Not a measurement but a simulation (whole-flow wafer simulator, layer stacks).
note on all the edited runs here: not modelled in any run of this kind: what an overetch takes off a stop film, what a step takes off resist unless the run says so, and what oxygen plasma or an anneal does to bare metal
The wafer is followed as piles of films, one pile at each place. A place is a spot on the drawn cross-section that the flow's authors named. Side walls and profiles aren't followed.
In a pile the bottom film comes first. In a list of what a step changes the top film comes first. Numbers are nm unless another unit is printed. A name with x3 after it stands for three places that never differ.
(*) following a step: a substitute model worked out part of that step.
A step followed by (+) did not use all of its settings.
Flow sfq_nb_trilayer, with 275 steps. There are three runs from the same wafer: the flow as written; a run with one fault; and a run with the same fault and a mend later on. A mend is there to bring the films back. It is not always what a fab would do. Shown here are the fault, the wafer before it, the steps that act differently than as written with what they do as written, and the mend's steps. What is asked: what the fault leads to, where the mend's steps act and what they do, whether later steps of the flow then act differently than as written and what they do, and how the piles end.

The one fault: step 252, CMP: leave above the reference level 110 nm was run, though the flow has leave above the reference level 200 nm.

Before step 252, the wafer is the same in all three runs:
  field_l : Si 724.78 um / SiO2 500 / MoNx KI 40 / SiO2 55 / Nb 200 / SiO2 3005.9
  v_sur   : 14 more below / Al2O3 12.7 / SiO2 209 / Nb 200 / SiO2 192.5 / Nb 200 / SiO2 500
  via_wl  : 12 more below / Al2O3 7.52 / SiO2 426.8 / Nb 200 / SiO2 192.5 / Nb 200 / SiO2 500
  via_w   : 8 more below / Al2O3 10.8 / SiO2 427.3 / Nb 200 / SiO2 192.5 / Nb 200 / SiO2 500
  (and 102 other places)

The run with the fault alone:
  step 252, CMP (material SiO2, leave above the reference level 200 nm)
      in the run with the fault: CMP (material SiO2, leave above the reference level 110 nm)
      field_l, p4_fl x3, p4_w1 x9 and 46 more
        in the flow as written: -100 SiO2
        in the run with the fault: -190 SiO2
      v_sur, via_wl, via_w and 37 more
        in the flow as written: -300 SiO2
        in the run with the fault: -390 SiO2
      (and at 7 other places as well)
  Steps later in the flow that act otherwise than as written (2 more steps, not shown, differ only slightly: by at most 2% or 0.5 nm, whichever is larger):
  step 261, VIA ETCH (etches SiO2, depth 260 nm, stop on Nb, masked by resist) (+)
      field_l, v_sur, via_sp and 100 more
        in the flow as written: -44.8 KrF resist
        in the run with the fault: -28.4 KrF resist
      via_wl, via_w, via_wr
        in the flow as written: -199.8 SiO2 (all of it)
        in the run with the fault: -109.8 SiO2 (all of it)
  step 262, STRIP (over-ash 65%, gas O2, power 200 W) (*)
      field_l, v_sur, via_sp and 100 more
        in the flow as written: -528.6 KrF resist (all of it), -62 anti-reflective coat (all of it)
        in the run with the fault: -545 KrF resist (all of it), -62 anti-reflective coat (all of it)
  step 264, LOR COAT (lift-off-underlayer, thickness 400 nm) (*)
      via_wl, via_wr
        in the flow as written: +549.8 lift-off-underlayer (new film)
        in the run with the fault: +482.4 lift-off-underlayer (new film)
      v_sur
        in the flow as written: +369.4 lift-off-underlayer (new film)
        in the run with the fault: +383.2 lift-off-underlayer (new film)
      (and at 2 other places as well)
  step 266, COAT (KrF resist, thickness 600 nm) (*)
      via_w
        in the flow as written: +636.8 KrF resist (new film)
        in the run with the fault: +620.2 KrF resist (new film)
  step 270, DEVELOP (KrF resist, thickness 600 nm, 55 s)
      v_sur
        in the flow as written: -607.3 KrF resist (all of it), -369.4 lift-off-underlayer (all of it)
        in the run with the fault: -603.5 KrF resist (all of it), -383.2 lift-off-underlayer (all of it)
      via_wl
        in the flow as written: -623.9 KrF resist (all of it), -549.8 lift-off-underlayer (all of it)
        in the run with the fault: -612.6 KrF resist (all of it), -482.4 lift-off-underlayer (all of it)
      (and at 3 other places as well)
  The piles end different from the flow's at field_l, v_sur, via_sp and 100 more by more than 2% or 0.5 nm, whichever is larger.
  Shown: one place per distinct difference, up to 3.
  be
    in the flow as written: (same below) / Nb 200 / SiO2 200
    in the run with the fault: (same below) / Nb 200 / SiO2 110
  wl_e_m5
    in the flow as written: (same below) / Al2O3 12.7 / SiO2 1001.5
    in the run with the fault: (same below) / Al2O3 12.7 / SiO2 911.5
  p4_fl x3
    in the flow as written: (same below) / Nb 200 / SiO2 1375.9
    in the run with the fault: (same below) / Nb 200 / SiO2 1285.9

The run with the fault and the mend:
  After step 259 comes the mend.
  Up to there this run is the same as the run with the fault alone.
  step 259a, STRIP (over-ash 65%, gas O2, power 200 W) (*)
      field_l, v_sur, via_sp and 100 more
        -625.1 KrF resist (all of it), -62 anti-reflective coat (all of it)
      via_wl, via_w, via_wr
        -62 anti-reflective coat (all of it)
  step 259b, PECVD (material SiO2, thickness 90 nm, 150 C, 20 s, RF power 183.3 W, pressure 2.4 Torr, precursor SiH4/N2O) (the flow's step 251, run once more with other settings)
      field_l, v_sur, via_wl and 103 more
        +90 SiO2
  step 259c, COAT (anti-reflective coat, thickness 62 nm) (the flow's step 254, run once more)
      field_l, v_sur, via_wl and 103 more
        +62 anti-reflective coat (new film)
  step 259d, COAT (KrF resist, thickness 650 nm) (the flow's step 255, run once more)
      field_l, v_sur, via_wl and 103 more
        +650 KrF resist (new film)
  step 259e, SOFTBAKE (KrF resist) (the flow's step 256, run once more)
      does not change any film at any place that is followed
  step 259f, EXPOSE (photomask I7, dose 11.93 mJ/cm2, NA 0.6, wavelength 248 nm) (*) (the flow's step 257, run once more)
      does not change any film at any place that is followed
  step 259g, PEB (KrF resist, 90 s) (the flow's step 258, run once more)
      field_l, v_sur, via_wl and 103 more
        -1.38 KrF resist
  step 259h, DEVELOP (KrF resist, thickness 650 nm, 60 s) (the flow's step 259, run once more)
      field_l, v_sur, via_sp and 100 more
        -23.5 KrF resist
      via_wl, via_w, via_wr
        -648.6 KrF resist (all of it)
  Every later step of the flow that is run acts as written at every place that is followed.
  By the end, the piles equal the flow's at every place that both follow.
